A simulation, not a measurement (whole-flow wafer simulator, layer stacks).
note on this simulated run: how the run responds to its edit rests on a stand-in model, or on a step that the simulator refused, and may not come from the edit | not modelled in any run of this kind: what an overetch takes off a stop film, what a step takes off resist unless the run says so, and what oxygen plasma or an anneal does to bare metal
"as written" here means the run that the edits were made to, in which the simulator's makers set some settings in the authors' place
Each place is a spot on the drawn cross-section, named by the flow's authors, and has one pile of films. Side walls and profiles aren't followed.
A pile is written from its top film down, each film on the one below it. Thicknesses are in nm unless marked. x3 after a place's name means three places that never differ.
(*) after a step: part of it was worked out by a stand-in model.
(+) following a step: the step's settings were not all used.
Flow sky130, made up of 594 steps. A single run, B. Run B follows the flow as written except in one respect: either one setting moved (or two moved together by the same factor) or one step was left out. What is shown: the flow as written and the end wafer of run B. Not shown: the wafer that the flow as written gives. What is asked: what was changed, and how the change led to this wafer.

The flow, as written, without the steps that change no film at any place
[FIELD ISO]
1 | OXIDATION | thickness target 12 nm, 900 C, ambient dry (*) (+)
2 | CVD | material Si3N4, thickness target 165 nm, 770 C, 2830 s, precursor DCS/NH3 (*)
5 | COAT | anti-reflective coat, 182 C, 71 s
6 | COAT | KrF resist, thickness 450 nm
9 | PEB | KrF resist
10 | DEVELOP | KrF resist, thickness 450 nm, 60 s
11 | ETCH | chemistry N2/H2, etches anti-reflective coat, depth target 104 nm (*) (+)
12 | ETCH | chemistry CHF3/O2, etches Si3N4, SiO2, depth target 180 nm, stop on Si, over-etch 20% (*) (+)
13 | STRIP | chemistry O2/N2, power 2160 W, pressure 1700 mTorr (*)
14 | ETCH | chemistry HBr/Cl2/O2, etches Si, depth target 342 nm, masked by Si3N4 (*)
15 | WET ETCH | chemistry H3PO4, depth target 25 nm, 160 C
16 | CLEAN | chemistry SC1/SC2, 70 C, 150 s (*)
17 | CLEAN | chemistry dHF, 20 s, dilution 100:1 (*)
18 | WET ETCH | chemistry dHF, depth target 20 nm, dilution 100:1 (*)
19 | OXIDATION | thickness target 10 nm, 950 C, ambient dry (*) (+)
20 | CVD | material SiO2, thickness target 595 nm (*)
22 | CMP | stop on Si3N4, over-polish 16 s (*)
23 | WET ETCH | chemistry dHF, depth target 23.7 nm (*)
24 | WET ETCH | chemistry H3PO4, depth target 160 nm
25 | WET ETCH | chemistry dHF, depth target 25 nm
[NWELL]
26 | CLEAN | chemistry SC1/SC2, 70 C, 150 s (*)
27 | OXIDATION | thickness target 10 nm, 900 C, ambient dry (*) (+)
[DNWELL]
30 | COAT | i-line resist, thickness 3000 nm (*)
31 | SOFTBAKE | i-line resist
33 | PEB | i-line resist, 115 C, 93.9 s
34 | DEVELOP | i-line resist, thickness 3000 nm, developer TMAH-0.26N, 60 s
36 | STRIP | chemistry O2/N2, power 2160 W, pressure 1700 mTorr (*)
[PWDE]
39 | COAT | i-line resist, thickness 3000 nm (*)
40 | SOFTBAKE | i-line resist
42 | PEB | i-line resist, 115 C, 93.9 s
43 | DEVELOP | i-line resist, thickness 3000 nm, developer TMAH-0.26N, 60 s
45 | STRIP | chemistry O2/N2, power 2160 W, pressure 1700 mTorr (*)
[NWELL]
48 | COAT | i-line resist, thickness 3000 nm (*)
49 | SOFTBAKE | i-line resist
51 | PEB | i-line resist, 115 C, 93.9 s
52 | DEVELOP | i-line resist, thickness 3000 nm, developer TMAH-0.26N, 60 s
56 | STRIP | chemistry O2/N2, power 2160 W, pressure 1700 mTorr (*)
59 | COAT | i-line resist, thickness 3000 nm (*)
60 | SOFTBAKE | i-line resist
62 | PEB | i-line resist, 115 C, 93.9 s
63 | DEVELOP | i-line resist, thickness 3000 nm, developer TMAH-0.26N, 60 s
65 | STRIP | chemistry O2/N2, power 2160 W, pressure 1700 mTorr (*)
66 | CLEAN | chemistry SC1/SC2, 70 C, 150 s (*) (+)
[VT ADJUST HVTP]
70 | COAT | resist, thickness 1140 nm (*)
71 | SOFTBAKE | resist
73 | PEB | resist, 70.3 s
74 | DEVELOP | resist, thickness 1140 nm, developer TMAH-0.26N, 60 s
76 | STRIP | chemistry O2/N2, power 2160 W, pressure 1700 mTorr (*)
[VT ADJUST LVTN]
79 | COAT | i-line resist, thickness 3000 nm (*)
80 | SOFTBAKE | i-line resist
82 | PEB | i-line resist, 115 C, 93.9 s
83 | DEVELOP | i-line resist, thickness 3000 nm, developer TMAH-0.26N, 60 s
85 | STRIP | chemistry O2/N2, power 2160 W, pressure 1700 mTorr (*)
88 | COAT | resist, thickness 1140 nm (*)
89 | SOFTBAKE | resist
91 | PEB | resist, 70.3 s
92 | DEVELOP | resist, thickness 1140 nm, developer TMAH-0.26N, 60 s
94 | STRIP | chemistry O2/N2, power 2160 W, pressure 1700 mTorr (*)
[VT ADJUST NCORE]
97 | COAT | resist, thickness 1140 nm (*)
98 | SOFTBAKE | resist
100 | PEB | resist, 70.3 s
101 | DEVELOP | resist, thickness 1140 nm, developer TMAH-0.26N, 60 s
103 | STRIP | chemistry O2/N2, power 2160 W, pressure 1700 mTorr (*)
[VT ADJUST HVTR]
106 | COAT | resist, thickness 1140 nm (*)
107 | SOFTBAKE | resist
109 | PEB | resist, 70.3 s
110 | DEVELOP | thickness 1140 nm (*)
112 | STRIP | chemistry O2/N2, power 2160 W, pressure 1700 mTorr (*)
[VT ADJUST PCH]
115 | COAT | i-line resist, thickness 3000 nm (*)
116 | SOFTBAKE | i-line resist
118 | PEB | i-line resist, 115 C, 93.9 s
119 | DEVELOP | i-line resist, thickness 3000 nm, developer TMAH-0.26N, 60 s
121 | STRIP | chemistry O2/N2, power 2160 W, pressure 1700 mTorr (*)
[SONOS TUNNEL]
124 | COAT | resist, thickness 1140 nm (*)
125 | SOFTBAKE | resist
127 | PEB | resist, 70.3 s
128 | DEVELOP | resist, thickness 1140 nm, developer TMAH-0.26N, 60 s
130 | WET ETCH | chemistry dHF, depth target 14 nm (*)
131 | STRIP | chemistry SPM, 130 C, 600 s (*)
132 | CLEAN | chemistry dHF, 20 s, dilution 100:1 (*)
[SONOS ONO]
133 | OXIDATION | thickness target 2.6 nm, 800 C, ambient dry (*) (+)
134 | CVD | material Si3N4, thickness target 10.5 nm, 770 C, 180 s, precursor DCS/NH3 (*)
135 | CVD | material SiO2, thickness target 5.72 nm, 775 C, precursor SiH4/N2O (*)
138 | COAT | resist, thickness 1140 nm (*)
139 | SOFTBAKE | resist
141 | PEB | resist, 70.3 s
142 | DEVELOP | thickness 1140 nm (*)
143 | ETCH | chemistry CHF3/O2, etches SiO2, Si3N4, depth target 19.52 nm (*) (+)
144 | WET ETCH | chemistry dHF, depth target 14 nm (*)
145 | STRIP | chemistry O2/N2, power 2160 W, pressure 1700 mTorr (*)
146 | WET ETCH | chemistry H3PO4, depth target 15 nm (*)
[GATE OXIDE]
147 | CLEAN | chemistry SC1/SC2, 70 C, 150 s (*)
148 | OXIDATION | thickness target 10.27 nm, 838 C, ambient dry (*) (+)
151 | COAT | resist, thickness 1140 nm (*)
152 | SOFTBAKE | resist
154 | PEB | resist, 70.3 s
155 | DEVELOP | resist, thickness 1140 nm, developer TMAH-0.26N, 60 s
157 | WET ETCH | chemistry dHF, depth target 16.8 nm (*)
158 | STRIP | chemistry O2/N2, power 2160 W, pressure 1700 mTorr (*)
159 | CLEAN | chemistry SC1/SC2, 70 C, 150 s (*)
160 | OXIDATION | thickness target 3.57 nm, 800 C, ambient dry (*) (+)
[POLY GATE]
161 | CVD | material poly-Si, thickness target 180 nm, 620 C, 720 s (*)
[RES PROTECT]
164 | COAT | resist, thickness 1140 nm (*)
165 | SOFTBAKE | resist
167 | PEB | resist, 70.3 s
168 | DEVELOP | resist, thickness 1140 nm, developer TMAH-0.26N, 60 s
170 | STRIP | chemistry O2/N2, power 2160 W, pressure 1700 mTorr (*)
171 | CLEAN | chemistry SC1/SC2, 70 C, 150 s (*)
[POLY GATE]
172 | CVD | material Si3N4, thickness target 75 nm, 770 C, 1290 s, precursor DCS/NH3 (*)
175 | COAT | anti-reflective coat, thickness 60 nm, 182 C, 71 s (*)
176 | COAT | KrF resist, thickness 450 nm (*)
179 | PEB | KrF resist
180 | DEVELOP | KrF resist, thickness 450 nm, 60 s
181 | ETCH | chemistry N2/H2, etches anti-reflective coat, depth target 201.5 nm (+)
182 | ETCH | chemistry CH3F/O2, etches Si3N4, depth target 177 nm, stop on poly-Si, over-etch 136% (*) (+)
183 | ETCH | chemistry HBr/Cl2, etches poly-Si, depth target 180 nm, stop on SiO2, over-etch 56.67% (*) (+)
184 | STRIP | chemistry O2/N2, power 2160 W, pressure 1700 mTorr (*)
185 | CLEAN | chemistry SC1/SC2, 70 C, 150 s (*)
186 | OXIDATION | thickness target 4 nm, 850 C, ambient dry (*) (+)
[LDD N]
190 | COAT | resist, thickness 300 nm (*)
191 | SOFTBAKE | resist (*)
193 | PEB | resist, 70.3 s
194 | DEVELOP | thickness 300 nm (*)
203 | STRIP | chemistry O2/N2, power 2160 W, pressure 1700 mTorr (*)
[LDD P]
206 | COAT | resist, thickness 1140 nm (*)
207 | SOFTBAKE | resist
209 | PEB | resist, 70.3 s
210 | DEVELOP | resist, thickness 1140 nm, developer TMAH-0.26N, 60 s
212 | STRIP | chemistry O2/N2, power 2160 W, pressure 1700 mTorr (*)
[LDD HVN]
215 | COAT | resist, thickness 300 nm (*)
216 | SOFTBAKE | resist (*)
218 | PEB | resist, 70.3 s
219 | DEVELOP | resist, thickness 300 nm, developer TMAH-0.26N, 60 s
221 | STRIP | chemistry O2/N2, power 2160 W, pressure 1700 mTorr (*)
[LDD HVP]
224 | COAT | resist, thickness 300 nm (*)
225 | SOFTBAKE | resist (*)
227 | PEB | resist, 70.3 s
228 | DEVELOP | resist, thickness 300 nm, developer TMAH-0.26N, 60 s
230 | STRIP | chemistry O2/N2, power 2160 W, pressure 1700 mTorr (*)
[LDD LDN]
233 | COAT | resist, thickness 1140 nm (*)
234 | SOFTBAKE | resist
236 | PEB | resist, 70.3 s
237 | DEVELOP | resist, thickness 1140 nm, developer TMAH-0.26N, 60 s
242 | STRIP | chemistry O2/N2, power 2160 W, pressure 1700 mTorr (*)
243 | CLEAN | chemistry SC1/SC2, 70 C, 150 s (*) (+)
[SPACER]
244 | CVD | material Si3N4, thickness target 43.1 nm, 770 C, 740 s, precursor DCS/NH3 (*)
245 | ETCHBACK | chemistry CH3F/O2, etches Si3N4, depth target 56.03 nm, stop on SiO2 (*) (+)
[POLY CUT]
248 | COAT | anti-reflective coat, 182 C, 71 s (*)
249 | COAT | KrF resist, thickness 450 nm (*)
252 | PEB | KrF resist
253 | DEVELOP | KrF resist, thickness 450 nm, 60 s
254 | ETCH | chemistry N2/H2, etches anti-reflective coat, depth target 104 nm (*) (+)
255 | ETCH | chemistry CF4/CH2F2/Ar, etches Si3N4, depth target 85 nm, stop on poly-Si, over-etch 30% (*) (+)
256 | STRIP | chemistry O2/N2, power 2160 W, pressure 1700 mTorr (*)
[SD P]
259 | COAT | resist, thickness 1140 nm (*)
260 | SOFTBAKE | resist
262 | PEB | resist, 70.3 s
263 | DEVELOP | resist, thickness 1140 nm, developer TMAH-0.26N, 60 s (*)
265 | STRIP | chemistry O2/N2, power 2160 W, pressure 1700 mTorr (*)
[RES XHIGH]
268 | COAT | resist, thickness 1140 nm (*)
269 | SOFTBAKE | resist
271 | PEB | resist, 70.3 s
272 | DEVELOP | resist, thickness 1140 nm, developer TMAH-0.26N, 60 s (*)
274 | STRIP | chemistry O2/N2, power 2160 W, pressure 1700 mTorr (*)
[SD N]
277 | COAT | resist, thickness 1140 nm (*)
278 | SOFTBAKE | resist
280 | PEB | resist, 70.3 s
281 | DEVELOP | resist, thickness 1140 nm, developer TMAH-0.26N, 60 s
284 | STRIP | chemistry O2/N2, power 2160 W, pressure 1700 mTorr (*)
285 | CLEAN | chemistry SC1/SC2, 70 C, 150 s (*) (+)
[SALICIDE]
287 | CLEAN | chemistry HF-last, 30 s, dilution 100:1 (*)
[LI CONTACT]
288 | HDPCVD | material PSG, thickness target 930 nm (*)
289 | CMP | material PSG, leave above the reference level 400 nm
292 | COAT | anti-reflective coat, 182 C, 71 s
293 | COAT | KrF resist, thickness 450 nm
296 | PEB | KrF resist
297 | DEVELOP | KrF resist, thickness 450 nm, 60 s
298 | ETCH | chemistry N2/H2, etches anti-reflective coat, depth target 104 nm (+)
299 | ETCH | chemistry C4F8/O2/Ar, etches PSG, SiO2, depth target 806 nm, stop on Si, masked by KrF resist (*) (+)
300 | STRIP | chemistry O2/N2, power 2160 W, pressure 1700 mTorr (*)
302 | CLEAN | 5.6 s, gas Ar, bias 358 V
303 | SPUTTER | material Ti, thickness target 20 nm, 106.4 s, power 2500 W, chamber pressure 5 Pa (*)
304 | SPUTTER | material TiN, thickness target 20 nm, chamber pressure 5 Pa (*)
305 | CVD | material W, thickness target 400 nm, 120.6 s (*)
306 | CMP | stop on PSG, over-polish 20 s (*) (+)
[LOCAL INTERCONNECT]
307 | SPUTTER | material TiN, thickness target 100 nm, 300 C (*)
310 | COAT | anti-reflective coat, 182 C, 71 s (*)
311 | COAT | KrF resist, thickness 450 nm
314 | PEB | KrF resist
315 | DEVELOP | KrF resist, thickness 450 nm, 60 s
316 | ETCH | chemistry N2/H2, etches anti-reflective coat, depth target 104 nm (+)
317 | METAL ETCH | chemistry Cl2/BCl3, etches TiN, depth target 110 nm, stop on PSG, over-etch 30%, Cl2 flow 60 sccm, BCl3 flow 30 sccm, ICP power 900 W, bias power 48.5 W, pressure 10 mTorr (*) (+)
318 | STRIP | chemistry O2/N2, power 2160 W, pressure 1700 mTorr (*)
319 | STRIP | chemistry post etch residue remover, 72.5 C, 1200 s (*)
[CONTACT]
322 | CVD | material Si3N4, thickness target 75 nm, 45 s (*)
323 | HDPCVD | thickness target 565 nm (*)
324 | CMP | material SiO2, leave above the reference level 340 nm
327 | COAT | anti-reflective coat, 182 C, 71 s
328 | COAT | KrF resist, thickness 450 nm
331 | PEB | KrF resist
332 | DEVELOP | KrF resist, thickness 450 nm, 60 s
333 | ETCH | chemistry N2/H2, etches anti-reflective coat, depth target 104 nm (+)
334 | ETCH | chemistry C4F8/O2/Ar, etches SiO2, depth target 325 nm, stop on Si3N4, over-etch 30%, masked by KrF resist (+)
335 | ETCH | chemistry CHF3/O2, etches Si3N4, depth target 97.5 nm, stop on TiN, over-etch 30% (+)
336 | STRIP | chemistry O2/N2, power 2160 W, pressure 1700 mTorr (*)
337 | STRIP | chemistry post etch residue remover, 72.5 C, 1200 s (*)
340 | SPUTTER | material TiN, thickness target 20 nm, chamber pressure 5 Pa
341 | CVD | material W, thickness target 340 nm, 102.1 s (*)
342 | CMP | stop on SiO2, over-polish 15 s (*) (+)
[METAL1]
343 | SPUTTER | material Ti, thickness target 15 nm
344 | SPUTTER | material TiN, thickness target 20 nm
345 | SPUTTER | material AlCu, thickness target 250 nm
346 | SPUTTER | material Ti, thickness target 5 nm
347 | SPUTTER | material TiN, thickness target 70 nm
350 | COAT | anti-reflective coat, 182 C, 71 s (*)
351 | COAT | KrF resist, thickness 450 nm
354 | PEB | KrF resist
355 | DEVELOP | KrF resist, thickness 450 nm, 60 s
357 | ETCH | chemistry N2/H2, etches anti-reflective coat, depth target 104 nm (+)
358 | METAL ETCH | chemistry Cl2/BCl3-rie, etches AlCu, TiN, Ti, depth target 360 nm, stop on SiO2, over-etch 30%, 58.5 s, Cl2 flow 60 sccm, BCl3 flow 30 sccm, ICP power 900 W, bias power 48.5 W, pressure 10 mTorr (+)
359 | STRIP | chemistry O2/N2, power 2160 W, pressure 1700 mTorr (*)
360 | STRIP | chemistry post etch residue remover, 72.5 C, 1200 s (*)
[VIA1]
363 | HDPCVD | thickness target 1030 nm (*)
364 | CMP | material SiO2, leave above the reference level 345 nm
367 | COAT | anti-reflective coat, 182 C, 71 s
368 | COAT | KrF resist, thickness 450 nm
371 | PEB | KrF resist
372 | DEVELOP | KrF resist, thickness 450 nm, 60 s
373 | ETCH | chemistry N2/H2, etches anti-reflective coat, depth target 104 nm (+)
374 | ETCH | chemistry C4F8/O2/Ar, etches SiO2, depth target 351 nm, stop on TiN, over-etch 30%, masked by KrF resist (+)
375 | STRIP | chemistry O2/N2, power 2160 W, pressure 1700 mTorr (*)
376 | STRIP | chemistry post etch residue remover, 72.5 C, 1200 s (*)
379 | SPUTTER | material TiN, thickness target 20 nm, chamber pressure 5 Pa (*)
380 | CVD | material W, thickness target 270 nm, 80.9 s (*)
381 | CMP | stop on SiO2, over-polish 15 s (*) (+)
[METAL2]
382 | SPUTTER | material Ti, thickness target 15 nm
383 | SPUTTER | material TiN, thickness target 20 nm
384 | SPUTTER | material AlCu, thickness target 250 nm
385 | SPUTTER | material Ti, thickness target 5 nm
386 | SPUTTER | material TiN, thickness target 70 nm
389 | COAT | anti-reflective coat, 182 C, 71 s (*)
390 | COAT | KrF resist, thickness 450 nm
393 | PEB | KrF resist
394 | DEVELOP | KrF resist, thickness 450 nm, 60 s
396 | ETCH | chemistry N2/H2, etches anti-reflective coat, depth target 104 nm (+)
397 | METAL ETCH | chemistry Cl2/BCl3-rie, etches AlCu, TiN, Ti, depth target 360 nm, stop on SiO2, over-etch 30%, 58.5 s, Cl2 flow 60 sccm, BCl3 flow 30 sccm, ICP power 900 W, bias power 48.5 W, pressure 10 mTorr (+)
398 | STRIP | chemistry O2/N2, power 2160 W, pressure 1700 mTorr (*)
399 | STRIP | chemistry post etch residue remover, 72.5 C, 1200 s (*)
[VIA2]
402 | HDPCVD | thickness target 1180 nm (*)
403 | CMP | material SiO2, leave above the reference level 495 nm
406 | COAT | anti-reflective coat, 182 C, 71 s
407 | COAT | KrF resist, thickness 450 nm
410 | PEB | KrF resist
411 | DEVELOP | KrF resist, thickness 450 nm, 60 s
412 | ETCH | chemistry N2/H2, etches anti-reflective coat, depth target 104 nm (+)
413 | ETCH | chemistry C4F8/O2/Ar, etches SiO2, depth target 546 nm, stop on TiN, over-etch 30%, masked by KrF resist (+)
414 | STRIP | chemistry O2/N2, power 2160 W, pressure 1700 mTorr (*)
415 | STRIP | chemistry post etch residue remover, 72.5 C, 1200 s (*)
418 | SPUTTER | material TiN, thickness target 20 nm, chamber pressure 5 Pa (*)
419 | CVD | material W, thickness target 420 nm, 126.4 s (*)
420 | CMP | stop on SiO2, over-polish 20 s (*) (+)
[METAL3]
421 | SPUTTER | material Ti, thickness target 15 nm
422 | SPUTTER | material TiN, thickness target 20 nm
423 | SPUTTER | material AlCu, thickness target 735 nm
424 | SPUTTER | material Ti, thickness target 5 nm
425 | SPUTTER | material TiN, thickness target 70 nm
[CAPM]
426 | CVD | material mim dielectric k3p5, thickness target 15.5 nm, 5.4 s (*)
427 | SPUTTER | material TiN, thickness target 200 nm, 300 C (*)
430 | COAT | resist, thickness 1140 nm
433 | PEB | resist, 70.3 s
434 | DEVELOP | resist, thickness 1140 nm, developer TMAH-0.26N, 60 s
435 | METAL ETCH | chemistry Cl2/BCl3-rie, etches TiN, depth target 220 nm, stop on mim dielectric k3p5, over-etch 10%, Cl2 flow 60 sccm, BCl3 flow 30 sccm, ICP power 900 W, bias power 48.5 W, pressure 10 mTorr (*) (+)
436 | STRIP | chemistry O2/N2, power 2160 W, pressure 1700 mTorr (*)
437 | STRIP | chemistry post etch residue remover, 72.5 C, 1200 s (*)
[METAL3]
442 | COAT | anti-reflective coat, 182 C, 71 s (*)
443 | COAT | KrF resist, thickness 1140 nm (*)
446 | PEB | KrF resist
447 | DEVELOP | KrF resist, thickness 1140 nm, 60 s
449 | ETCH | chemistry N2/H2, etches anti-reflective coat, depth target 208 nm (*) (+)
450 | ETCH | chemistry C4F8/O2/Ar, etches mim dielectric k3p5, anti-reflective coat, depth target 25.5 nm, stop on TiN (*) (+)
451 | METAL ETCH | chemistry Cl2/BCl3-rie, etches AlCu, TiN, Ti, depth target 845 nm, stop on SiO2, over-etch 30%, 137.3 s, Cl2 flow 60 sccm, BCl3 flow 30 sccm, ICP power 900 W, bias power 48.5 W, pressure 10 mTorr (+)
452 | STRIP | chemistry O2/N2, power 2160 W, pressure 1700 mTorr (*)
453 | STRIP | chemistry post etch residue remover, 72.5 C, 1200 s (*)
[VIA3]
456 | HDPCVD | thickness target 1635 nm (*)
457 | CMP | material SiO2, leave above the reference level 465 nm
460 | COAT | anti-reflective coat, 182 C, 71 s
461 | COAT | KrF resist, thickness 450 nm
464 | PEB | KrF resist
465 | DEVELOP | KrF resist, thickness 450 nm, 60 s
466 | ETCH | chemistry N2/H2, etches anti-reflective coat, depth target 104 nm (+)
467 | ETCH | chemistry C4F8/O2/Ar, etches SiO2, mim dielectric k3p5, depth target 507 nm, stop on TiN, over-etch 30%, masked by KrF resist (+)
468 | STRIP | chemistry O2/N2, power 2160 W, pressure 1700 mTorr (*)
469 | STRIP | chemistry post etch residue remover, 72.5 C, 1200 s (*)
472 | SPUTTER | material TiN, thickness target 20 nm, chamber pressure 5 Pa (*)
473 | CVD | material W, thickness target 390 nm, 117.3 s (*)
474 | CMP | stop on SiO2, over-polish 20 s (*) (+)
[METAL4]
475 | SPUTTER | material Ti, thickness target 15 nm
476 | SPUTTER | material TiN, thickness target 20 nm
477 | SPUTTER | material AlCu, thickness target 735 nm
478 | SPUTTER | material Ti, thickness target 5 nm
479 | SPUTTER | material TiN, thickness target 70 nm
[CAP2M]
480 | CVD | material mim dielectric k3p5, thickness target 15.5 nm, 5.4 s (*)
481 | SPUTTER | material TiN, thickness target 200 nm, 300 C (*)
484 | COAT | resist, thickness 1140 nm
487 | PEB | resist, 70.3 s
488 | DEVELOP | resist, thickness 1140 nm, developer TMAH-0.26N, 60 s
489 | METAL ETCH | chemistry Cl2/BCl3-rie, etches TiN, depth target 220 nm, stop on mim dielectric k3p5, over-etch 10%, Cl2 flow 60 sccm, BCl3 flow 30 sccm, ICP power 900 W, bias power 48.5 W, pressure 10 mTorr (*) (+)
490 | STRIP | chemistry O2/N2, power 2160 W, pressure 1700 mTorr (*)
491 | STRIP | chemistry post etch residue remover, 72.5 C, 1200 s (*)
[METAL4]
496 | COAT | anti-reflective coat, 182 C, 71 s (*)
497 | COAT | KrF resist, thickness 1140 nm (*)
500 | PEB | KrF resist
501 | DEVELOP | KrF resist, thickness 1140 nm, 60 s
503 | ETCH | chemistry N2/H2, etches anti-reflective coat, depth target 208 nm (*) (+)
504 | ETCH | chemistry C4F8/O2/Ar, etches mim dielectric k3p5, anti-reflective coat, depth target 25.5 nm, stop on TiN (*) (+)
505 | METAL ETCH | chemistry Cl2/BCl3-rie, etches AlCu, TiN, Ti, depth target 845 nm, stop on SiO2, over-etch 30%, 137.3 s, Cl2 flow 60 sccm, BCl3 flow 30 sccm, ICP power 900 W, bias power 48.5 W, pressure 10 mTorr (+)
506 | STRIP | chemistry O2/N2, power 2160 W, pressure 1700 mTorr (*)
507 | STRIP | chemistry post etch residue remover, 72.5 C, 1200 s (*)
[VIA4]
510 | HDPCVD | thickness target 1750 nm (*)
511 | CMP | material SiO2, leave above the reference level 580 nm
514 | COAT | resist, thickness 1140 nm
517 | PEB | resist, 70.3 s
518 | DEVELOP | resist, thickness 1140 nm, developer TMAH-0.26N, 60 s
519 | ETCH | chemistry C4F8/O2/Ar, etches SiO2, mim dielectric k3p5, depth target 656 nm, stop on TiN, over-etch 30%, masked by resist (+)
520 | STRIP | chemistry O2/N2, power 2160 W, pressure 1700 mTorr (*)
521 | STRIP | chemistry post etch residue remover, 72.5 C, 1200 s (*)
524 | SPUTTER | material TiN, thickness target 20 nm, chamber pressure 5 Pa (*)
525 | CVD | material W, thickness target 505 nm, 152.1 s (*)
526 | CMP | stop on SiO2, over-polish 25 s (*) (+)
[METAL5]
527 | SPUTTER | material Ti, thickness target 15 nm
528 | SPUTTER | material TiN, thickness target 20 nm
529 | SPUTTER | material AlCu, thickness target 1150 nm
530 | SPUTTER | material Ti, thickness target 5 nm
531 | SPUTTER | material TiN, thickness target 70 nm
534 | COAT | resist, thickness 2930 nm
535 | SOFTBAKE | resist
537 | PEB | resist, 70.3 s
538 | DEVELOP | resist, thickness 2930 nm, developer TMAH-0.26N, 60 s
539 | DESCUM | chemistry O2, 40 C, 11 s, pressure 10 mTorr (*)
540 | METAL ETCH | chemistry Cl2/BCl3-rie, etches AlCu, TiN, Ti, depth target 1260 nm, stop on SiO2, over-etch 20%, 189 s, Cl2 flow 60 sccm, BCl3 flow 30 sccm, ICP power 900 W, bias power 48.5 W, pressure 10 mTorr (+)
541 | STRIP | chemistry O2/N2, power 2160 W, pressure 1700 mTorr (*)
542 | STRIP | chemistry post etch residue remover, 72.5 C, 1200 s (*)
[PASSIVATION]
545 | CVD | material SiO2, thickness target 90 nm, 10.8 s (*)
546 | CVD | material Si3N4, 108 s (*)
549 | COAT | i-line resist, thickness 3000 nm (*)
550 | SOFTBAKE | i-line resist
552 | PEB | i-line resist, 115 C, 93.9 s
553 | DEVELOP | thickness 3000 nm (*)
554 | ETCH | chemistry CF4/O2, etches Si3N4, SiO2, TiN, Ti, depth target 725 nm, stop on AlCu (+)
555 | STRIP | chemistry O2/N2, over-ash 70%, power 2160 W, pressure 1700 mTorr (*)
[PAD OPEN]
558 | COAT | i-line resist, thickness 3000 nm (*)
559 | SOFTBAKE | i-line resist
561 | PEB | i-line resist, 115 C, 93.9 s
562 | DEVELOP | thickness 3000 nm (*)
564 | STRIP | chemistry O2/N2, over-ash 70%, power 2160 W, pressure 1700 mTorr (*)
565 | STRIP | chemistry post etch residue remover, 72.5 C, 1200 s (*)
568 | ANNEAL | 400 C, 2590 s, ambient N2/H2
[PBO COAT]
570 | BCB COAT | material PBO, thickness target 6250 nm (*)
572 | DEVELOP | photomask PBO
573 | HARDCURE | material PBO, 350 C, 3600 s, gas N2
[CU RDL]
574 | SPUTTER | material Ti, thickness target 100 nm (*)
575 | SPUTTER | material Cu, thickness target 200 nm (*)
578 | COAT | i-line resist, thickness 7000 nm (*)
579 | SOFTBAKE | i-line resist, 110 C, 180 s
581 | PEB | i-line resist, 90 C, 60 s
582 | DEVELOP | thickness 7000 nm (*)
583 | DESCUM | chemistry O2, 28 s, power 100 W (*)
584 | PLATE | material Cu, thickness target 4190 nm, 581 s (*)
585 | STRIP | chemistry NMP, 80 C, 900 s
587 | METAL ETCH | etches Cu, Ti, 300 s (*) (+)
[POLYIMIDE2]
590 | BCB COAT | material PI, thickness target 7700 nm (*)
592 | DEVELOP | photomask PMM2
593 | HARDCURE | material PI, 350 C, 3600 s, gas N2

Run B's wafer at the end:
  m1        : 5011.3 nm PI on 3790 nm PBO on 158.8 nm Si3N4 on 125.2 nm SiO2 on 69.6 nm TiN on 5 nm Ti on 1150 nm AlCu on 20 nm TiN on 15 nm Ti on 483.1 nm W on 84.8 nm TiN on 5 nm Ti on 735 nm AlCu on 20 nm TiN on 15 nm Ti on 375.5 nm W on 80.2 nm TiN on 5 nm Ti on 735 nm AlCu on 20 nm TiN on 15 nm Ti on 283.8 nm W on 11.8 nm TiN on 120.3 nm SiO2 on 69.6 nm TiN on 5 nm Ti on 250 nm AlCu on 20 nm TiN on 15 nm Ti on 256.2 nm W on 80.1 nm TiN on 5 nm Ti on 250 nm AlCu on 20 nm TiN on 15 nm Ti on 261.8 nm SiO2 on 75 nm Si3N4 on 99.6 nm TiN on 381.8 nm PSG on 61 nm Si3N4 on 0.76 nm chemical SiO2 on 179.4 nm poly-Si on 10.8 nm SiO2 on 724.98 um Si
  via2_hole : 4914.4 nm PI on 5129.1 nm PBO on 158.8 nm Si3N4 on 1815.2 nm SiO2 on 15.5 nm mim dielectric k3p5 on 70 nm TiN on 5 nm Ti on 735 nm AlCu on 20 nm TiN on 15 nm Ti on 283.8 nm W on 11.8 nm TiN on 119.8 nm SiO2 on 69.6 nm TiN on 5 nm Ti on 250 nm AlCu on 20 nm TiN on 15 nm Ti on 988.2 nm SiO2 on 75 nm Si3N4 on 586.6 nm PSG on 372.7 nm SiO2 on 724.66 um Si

What caused this: step 413, ETCH: depth target 300 nm was run, though the flow has depth target 546 nm.

The path from the change to this, step by step:
  413 | ETCH | chemistry C4F8/O2/Ar, etches SiO2, depth target 546 nm, stop on TiN, over-etch 30%, masked by KrF resist (+)
      m1: SiO2 loses 300 (it would be, as written: SiO2 loses 420.3 (all of it))
      via2_hole: SiO2 loses 300 (it would be, as written: SiO2 loses 419.8 (all of it))
      (and at 189 other places as well)
  414 | STRIP | chemistry O2/N2, power 2160 W, pressure 1700 mTorr (*)
      field, active, n_well and 186 more: KrF resist loses 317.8 (all of it), anti-reflective coat loses 80 (all of it) (it would be, as written: KrF resist loses 268.6 (all of it), anti-reflective coat loses 80 (all of it))
  418 | SPUTTER | material TiN, thickness target 20 nm, chamber pressure 5 Pa (*)
      m1, via2_hole: TiN gains 11.8 (new film) (it would be, as written: TiN gains 10.2)
  419 | CVD | material W, thickness target 420 nm, 126.4 s (*)
      m1: W gains 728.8 (new film) (it would be, as written: W gains 851.1 (new film))
      via2_hole: W gains 728.8 (new film) (it would be, as written: W gains 850.7 (new film))
With metal films that touch counted as one body, m1 has 3 bodies (between them, from the top down: SiO2 120.3; SiO2 261.8 / Si3N4 75); the flow as written gives 2 bodies (between them, from the top down: SiO2 261.8 / Si3N4 75).
With metal films that touch counted as one body, via2_hole has 2 bodies (between them, from the top down: SiO2 119.8); the flow as written gives 1 body.
